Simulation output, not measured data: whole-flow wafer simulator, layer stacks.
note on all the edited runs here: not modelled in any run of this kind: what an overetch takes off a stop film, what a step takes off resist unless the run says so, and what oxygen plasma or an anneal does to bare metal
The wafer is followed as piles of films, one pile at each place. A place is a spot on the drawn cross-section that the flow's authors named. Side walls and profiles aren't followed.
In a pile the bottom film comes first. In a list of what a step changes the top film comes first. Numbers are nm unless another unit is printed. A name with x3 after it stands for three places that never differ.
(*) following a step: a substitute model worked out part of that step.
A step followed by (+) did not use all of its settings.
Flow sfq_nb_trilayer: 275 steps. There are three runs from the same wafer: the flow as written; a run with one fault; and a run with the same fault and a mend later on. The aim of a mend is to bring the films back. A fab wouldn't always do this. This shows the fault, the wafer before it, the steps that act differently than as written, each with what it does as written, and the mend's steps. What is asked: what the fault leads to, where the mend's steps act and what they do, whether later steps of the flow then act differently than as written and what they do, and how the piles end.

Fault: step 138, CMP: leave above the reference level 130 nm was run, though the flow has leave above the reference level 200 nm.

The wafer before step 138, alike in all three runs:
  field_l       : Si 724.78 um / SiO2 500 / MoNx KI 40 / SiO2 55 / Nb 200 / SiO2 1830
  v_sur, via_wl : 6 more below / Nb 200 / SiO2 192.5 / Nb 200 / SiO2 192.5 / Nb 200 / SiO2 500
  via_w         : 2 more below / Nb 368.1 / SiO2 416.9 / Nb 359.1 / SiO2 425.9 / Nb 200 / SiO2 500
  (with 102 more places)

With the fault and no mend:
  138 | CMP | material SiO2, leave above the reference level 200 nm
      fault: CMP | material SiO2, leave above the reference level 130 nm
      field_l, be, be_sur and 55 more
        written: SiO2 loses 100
        fault: SiO2 loses 170
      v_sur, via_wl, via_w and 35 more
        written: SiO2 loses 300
        fault: SiO2 loses 370
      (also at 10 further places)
  Steps further on in the flow that do not act as written (4 more steps, not shown, differ only slightly: by at most 2% or 0.5 nm, whichever is larger):
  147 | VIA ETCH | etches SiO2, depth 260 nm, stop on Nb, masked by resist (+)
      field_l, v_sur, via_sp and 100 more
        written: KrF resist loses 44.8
        fault: KrF resist loses 33.6
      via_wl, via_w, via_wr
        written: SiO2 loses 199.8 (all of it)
        fault: SiO2 loses 129.8 (all of it)
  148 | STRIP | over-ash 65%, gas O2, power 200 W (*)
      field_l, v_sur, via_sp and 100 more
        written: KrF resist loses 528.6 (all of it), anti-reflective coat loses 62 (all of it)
        fault: KrF resist loses 539.9 (all of it), anti-reflective coat loses 62 (all of it)
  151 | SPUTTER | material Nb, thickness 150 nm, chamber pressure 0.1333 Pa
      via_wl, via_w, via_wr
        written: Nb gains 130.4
        fault: Nb gains 138.6
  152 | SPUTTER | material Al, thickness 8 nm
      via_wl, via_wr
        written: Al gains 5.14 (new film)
        fault: Al gains 5.98 (new film)
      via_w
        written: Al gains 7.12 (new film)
        fault: Al gains 7.77 (new film)
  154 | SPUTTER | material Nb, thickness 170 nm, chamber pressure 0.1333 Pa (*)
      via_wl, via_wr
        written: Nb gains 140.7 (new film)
        fault: Nb gains 122.6 (new film)
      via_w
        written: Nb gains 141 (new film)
        fault: Nb gains 165.4 (new film)
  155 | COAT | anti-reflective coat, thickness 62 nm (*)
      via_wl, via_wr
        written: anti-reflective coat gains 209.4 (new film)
        fault: anti-reflective coat gains 189.9 (new film)
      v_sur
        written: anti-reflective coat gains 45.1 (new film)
        fault: anti-reflective coat gains 48.4 (new film)
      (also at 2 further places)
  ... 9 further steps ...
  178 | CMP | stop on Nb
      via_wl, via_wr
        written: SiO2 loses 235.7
        fault: SiO2 loses 313.7
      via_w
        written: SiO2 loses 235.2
        fault: SiO2 loses 313.2
  By the end, the piles at field_l, v_sur, via_wl and 103 more depart from the flow's by more than 2% or 0.5 nm, whichever is larger.
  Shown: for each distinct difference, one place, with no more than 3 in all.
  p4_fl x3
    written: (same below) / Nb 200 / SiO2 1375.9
    fault: (same below) / Nb 200 / SiO2 1305.9
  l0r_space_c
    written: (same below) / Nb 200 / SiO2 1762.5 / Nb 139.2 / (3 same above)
    fault: (same below) / Nb 200 / SiO2 1692.5 / Nb 139.2 / (3 same above)
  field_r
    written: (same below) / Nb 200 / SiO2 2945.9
    fault: (same below) / Nb 200 / SiO2 2875.9

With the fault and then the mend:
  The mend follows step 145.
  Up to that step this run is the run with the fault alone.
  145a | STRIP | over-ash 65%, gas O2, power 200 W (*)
      field_l, v_sur, via_sp and 100 more
        KrF resist loses 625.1 (all of it), anti-reflective coat loses 62 (all of it)
      via_wl, via_w, via_wr
        anti-reflective coat loses 62 (all of it)
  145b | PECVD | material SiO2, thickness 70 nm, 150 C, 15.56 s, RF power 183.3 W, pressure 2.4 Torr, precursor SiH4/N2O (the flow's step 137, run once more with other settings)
      field_l, v_sur, via_wl and 103 more
        SiO2 gains 70
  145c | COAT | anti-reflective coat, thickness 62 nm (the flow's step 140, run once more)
      field_l, v_sur, via_wl and 103 more
        anti-reflective coat gains 62 (new film)
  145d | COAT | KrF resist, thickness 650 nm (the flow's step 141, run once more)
      field_l, v_sur, via_wl and 103 more
        KrF resist gains 650 (new film)
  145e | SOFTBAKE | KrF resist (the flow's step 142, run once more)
      alters no film at any place that is followed
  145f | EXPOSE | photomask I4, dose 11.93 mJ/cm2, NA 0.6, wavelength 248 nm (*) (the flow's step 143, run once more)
      alters no film at any place that is followed
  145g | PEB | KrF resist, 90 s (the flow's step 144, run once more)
      field_l, v_sur, via_wl and 103 more
        KrF resist loses 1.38
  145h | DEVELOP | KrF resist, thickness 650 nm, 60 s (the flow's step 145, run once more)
      field_l, v_sur, via_sp and 100 more
        KrF resist loses 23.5
      via_wl, via_w, via_wr
        KrF resist loses 648.6 (all of it)
  Later steps of the flow that are run all act as written at every place that is followed, up to a difference of at most 2% or 0.5 nm, whichever is larger.
  By the end, the piles equal the flow's at every place that both follow.
